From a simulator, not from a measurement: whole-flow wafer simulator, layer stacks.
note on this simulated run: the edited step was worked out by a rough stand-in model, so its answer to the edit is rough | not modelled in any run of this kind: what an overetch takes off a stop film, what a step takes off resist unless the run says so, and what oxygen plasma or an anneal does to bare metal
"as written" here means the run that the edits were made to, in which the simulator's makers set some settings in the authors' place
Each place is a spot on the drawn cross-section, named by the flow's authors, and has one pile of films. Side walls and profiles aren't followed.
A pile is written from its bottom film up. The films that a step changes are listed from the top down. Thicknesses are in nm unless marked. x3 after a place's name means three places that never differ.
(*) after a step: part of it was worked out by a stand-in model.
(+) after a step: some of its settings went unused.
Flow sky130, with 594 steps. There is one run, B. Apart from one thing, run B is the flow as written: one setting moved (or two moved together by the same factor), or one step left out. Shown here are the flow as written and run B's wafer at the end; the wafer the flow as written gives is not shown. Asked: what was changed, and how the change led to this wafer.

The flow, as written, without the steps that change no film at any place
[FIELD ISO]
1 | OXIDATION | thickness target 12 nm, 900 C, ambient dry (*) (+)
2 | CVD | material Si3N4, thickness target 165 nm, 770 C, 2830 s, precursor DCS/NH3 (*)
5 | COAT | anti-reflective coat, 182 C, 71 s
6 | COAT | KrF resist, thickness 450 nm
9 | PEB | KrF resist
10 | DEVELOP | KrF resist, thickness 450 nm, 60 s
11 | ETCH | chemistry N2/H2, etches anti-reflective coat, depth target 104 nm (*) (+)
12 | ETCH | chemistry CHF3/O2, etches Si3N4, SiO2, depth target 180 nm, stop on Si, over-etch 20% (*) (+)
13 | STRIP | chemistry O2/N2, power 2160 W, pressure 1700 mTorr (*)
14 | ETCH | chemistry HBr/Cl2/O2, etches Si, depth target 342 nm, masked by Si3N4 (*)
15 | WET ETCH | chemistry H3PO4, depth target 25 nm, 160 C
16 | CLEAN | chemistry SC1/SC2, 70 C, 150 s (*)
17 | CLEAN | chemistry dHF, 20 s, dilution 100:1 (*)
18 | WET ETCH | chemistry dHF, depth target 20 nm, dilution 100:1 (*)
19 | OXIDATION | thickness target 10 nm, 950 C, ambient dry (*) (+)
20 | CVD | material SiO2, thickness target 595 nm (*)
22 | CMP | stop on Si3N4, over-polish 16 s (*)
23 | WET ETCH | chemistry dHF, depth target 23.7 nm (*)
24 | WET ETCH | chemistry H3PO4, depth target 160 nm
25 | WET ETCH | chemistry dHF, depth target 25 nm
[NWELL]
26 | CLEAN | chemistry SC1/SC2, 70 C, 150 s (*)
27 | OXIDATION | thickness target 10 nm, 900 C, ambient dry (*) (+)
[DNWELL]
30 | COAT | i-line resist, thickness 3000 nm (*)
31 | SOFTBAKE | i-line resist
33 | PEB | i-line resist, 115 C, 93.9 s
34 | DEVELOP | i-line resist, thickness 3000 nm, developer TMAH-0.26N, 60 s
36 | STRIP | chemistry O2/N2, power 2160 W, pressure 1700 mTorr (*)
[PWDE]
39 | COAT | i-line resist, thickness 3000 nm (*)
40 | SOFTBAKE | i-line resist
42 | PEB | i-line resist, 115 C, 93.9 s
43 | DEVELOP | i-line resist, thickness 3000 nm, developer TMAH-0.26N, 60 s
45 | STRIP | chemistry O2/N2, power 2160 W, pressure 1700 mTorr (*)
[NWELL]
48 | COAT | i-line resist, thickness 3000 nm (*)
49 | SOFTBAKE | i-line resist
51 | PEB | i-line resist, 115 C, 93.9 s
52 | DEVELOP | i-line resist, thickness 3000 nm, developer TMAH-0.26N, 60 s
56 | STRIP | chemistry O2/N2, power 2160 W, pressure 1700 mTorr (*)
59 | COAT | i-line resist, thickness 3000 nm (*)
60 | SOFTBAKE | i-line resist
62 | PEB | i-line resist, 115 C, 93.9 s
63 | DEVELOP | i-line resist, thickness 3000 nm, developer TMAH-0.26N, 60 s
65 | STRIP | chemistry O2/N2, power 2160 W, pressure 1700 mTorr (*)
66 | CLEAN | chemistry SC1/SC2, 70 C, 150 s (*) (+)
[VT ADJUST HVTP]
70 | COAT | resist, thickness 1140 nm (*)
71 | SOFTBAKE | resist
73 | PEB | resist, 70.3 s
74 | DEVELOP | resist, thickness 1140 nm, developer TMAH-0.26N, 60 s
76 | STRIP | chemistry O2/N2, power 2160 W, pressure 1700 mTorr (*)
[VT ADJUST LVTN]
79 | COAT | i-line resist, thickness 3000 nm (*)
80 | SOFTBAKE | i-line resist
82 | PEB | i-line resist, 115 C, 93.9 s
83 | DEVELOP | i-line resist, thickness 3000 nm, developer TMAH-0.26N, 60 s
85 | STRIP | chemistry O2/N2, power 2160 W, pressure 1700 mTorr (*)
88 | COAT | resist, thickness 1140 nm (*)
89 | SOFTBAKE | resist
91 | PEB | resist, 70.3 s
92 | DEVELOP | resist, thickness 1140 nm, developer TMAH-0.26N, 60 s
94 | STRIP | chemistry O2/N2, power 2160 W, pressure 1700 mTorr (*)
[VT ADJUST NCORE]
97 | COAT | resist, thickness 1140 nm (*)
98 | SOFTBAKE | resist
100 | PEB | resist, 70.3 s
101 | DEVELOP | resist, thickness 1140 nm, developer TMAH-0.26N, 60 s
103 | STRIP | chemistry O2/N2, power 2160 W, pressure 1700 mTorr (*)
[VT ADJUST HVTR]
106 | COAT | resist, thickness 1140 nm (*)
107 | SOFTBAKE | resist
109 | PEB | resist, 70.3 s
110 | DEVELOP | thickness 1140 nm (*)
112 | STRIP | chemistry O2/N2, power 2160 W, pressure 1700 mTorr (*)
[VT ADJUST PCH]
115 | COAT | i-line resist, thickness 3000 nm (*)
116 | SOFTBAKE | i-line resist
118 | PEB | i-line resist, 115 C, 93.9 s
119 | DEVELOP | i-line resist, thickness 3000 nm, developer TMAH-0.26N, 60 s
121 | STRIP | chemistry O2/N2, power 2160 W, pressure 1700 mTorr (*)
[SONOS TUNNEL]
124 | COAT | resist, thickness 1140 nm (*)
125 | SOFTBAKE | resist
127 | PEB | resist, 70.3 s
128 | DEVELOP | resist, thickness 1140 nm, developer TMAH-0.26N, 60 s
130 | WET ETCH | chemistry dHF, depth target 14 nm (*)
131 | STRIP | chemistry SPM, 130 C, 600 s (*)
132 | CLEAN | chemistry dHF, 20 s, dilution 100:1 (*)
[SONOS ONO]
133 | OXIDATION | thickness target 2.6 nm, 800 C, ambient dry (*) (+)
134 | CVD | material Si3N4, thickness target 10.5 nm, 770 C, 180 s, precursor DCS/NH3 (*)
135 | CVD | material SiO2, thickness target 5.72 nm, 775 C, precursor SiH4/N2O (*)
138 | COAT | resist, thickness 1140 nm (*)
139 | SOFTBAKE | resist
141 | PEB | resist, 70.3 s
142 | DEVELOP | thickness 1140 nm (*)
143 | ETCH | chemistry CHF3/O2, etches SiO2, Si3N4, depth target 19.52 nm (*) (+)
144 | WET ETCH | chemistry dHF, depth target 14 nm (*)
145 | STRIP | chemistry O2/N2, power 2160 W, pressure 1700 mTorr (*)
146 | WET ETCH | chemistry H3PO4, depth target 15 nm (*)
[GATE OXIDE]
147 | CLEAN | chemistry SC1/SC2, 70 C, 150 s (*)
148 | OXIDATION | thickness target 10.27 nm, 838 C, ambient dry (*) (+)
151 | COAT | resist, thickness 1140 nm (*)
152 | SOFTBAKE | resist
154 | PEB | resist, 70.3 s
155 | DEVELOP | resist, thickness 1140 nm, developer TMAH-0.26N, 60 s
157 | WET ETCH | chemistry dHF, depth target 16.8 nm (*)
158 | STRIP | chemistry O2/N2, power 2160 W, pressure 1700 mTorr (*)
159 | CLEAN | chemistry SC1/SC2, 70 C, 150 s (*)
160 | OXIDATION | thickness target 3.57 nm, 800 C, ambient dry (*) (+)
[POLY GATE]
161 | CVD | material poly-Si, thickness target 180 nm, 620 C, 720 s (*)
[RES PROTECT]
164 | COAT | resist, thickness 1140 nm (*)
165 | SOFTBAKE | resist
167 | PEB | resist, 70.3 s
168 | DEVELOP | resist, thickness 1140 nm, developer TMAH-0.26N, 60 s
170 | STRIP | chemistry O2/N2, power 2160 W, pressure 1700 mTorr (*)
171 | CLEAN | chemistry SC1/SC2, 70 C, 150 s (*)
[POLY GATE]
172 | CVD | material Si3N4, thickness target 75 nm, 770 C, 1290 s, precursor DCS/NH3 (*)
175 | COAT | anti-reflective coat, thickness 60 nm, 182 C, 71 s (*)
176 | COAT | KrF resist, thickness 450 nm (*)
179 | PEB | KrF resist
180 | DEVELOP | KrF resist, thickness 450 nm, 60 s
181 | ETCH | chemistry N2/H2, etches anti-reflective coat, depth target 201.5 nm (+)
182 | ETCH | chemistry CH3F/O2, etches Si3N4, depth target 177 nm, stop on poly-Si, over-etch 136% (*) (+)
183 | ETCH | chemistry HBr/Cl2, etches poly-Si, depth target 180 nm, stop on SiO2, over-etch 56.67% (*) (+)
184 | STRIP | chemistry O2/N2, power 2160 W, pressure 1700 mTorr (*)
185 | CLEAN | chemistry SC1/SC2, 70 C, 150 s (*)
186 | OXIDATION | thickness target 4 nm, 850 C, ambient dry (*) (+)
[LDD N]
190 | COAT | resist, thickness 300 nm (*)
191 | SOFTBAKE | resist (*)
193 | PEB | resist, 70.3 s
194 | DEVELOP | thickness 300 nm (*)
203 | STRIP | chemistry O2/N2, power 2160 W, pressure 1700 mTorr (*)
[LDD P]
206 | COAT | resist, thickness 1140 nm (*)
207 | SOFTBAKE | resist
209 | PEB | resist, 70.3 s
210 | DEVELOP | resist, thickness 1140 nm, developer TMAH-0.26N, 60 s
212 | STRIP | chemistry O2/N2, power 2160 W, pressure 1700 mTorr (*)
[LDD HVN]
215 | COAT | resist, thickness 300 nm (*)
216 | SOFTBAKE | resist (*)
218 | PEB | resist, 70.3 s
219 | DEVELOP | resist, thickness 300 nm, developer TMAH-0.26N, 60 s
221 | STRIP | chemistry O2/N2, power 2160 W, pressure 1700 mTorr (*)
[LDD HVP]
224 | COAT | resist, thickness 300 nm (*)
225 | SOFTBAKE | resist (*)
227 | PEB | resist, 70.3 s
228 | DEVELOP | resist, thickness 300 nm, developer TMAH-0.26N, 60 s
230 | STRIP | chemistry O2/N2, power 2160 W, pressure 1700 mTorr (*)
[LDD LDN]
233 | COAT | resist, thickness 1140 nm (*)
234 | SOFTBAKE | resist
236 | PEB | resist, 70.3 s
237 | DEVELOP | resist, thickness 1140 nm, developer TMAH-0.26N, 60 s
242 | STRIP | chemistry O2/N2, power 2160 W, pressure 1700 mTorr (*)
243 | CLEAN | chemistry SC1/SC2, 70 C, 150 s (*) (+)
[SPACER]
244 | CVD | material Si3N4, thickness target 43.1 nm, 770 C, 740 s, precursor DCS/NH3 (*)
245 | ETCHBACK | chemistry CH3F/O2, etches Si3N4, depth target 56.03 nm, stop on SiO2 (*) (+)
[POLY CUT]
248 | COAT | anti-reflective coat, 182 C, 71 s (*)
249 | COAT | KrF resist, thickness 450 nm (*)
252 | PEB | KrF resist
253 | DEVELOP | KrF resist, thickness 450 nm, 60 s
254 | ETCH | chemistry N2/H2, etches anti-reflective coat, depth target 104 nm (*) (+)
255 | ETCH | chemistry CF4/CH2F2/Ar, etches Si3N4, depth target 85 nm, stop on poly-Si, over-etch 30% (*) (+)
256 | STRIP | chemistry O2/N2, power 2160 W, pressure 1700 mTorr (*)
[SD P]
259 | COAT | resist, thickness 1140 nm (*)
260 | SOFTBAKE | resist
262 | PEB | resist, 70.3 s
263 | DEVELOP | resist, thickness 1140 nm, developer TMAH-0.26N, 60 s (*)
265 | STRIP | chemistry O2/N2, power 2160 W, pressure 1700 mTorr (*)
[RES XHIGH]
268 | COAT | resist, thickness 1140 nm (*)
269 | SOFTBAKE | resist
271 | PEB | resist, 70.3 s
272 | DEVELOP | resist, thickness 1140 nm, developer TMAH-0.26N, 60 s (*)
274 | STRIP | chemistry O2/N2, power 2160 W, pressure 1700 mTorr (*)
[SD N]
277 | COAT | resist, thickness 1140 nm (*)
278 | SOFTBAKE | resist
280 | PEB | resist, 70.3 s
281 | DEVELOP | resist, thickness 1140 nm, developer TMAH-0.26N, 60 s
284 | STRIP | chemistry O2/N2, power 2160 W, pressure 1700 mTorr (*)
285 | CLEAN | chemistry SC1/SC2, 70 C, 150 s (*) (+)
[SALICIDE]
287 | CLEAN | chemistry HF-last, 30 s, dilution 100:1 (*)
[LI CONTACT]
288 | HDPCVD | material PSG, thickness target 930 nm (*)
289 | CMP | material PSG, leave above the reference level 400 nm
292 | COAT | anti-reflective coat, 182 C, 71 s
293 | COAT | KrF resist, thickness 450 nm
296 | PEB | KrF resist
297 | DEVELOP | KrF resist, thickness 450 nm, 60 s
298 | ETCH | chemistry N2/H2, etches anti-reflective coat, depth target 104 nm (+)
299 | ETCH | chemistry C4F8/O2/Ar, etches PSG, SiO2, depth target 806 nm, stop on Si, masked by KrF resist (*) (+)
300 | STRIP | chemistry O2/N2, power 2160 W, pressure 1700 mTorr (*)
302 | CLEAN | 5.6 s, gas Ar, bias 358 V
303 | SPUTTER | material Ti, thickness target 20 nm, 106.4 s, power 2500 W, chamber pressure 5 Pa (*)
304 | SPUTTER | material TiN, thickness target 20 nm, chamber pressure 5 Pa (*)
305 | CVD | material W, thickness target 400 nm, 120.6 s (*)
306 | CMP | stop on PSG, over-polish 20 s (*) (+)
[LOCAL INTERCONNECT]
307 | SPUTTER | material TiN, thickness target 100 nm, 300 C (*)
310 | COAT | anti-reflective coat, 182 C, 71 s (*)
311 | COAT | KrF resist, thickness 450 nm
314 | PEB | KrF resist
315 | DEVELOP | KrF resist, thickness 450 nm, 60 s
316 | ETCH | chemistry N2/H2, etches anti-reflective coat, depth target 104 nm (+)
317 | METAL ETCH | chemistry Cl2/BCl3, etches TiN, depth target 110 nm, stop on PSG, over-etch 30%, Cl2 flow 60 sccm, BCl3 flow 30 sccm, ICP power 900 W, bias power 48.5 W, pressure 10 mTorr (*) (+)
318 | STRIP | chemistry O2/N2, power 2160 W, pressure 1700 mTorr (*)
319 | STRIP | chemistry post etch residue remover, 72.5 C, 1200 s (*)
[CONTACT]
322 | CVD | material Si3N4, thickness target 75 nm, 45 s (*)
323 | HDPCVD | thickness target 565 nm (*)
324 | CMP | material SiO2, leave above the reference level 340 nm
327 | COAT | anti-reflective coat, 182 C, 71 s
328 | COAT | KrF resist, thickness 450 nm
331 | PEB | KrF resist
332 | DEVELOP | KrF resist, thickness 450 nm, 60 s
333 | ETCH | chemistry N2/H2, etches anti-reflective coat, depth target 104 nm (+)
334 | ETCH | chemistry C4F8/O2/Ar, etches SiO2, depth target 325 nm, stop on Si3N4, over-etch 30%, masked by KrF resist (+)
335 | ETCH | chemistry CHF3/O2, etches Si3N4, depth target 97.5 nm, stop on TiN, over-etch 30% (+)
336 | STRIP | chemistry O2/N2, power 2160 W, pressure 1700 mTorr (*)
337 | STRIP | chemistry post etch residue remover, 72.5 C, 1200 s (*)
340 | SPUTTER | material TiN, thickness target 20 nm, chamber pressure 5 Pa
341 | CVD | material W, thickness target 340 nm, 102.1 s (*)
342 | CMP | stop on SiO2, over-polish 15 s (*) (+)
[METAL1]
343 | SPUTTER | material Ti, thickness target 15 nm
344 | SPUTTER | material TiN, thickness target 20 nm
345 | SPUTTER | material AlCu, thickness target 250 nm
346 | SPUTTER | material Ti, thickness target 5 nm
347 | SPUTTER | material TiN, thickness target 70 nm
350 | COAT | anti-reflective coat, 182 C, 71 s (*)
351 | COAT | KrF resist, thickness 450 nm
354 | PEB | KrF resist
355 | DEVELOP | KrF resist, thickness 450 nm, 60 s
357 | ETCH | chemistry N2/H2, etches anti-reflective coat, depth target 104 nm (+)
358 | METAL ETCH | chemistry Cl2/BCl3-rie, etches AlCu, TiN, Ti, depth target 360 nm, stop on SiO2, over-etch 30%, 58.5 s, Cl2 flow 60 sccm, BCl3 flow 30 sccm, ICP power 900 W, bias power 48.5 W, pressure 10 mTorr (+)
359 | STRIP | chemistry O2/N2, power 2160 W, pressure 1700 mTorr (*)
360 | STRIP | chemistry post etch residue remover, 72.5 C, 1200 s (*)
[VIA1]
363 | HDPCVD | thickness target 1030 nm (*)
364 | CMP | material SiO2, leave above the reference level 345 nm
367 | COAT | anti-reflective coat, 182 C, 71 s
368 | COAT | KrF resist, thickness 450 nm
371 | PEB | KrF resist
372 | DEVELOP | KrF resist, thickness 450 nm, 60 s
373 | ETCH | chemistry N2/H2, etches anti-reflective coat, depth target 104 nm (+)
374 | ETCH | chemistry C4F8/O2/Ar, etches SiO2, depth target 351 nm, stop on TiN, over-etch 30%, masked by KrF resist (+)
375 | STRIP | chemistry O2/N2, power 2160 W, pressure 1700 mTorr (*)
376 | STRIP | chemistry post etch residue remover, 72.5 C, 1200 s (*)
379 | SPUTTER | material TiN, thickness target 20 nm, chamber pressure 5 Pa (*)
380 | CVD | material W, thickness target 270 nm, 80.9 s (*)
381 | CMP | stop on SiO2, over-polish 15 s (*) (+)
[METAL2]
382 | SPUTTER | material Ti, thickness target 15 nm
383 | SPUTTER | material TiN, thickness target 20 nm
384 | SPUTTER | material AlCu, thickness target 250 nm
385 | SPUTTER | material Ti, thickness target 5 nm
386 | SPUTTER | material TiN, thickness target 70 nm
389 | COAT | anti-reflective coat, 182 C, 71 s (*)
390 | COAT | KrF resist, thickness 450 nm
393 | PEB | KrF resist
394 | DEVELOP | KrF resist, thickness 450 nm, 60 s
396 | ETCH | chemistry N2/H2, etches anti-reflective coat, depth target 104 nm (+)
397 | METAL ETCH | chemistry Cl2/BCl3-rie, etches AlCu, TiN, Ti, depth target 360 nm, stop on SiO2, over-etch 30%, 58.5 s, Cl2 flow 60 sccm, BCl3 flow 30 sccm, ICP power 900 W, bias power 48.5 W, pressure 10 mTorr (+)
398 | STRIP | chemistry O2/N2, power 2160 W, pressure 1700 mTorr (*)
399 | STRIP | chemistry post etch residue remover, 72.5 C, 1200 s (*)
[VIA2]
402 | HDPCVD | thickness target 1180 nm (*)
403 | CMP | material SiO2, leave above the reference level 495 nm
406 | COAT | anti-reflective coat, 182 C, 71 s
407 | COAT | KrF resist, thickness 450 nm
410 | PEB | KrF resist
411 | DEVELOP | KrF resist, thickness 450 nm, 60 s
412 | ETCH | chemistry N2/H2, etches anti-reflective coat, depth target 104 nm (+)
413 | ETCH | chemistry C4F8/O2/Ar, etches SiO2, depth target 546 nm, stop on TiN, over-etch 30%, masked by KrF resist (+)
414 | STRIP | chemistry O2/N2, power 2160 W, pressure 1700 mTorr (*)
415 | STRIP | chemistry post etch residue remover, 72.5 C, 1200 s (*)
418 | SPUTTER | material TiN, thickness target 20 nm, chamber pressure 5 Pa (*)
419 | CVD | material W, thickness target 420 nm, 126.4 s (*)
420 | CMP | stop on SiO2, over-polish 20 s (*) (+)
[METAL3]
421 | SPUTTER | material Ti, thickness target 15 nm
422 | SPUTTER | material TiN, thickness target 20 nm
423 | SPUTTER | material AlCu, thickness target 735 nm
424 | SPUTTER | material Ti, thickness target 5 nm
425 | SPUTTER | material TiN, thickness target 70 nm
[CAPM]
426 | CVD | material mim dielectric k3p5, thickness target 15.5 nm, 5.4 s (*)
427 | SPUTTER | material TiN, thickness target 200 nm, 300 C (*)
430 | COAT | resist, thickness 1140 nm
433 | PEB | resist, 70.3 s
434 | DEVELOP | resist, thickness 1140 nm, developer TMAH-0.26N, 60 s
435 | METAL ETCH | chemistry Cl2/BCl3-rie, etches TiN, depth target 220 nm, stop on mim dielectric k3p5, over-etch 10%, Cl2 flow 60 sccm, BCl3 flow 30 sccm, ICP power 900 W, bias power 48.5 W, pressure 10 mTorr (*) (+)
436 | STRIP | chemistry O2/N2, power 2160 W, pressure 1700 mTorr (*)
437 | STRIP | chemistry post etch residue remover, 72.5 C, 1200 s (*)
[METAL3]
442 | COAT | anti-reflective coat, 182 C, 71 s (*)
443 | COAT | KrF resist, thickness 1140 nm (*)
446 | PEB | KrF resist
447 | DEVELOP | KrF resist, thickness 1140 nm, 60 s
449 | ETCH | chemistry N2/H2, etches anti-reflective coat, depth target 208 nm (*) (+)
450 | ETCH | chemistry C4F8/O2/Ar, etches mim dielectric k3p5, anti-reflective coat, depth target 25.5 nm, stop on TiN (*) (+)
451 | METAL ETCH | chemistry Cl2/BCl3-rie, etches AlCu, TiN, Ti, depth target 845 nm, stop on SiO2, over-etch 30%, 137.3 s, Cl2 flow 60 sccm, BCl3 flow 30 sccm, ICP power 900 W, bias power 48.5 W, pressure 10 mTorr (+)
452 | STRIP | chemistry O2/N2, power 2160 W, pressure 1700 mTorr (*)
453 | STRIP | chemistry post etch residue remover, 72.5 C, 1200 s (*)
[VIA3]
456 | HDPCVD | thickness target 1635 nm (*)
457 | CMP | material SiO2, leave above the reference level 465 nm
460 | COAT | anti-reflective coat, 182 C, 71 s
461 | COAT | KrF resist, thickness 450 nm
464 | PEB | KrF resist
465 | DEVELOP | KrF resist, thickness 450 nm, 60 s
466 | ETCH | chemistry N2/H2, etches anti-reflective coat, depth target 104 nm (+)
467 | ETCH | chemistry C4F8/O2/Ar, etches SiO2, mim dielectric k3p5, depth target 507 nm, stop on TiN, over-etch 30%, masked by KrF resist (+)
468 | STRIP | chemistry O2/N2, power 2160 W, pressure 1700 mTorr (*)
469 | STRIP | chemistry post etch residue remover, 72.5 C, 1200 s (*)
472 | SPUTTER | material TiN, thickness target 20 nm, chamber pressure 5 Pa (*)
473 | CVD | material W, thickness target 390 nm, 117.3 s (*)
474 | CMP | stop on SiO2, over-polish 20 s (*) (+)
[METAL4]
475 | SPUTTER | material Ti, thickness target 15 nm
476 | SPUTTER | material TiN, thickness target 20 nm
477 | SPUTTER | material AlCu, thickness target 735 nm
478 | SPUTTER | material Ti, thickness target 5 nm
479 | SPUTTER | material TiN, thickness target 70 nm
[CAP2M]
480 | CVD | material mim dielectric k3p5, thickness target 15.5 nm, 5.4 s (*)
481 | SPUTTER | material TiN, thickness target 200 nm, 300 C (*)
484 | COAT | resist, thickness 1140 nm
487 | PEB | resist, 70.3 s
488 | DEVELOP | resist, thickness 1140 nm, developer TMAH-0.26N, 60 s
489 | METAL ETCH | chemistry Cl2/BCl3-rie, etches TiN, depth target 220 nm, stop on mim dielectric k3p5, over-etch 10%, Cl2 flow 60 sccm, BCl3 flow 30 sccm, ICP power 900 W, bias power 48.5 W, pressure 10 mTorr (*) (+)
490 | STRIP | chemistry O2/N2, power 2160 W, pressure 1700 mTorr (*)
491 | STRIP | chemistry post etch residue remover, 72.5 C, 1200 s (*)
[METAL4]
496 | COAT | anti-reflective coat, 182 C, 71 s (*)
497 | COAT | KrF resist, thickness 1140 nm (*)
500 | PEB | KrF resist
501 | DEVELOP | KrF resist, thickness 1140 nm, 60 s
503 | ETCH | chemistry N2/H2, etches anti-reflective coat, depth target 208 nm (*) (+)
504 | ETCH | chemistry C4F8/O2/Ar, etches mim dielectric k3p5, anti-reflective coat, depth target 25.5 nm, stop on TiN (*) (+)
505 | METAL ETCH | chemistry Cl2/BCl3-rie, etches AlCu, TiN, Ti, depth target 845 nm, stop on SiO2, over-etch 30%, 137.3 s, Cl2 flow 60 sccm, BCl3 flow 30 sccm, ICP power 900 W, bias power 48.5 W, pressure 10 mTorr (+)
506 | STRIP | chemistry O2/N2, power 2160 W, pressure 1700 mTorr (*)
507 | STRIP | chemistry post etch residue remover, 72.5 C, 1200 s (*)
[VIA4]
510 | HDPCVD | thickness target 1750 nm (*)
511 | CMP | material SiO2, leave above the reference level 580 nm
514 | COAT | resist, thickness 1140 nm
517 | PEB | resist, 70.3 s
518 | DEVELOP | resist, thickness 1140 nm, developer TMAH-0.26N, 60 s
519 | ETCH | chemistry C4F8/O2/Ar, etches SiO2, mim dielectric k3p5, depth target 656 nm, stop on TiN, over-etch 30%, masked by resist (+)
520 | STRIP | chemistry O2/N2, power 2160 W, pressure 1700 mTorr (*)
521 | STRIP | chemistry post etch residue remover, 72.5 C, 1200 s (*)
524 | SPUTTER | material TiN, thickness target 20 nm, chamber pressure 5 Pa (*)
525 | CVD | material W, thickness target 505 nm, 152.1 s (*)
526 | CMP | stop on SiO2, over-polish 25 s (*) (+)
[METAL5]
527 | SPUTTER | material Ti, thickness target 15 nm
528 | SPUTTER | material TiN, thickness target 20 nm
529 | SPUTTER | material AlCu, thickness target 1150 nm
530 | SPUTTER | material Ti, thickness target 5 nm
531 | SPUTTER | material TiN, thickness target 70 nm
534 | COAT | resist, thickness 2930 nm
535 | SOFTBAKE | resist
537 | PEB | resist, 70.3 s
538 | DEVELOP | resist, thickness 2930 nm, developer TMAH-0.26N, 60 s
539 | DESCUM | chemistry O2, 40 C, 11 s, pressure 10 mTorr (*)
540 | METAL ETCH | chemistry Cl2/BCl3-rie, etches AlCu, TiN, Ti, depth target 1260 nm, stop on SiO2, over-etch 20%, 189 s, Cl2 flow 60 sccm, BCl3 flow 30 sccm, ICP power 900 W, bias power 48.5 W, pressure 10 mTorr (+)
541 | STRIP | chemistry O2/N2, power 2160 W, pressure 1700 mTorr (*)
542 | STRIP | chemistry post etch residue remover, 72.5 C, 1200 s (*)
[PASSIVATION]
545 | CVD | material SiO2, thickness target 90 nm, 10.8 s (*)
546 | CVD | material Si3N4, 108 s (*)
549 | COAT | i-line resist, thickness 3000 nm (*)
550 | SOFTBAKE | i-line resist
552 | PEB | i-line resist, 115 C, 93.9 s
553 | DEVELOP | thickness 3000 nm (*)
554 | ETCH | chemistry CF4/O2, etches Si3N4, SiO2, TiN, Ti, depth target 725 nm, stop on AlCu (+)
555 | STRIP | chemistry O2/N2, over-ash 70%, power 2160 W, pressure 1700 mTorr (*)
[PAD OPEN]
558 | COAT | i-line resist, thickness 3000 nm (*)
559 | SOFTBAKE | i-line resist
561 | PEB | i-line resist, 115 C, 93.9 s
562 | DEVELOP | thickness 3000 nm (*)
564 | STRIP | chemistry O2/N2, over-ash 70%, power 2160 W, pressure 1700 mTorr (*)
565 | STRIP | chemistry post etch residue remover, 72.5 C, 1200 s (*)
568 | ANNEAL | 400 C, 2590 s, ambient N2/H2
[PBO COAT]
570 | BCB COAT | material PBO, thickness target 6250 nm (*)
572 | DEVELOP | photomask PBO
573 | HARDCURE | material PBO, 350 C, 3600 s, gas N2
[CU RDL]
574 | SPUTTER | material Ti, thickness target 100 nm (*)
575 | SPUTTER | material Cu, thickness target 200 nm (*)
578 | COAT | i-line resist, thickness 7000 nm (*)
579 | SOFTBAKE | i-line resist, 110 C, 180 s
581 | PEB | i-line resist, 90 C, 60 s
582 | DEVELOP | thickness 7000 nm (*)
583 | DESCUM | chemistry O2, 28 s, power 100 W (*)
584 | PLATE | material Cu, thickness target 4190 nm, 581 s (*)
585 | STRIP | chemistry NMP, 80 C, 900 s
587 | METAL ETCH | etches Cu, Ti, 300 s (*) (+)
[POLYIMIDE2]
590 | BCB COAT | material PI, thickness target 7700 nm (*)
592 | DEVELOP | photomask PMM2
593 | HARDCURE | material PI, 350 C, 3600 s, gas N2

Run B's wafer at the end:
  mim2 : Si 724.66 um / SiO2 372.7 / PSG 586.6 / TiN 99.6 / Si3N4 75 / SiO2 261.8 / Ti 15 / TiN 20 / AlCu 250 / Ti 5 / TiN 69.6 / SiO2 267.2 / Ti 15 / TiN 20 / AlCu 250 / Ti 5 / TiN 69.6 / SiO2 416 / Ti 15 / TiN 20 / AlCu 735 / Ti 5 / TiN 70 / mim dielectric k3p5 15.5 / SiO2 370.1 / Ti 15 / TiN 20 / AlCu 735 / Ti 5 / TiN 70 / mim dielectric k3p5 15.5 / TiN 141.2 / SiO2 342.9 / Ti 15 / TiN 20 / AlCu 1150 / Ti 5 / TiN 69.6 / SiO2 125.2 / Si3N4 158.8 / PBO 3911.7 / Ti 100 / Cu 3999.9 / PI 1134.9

The reason: step 481, SPUTTER: thickness target 142 nm was run, though the flow has thickness target 200 nm.

The path from the change to this, step by step:
  481 | SPUTTER | material TiN, thickness target 200 nm, 300 C (*)
      field, active, n_well and 189 more: +142 TiN (new film) (as written it would have been: +200 TiN (new film))
  489 | METAL ETCH | chemistry Cl2/BCl3-rie, etches TiN, depth target 220 nm, stop on mim dielectric k3p5, over-etch 10%, Cl2 flow 60 sccm, BCl3 flow 30 sccm, ICP power 900 W, bias power 48.5 W, pressure 10 mTorr (*) (+)
      field, active, n_well and 188 more: -142 TiN (all of it) (as written it would have been: -200 TiN (all of it))
      mim2: -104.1 resist (as written it would have been: -146.7 resist)
  490 | STRIP | chemistry O2/N2, power 2160 W, pressure 1700 mTorr (*)
      mim2: -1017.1 resist (all of it) (as written it would have been: -974.6 resist (all of it))
  496 | COAT | anti-reflective coat, 182 C, 71 s (*)
      iso_guard__w2: +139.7 anti-reflective coat (new film) (as written it would have been: +177.8 anti-reflective coat (new film))
      mim2: +30 anti-reflective coat (new film) (as written it would have been: +40.3 anti-reflective coat (new film))
  497 | COAT | KrF resist, thickness 1140 nm (*)
      iso_guard__w2: +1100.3 KrF resist (new film) (as written it would have been: +1074.8 KrF resist (new film))
      mim2: +1071.6 KrF resist (new film) (as written it would have been: +1018.9 KrF resist (new film))
  506 | STRIP | chemistry O2/N2, power 2160 W, pressure 1700 mTorr (*)
      iso_guard__w2: -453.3 KrF resist (all of it), -139.7 anti-reflective coat (all of it) (as written it would have been: -427.9 KrF resist (all of it), -177.8 anti-reflective coat (all of it))
      mim2: -424.7 KrF resist (all of it), -30 anti-reflective coat (all of it) (as written it would have been: -372.1 KrF resist (all of it), -40.3 anti-reflective coat (all of it))
  511 | CMP | material SiO2, leave above the reference level 580 nm
      mim2: -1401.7 SiO2 (as written it would have been: -1459.7 SiO2)
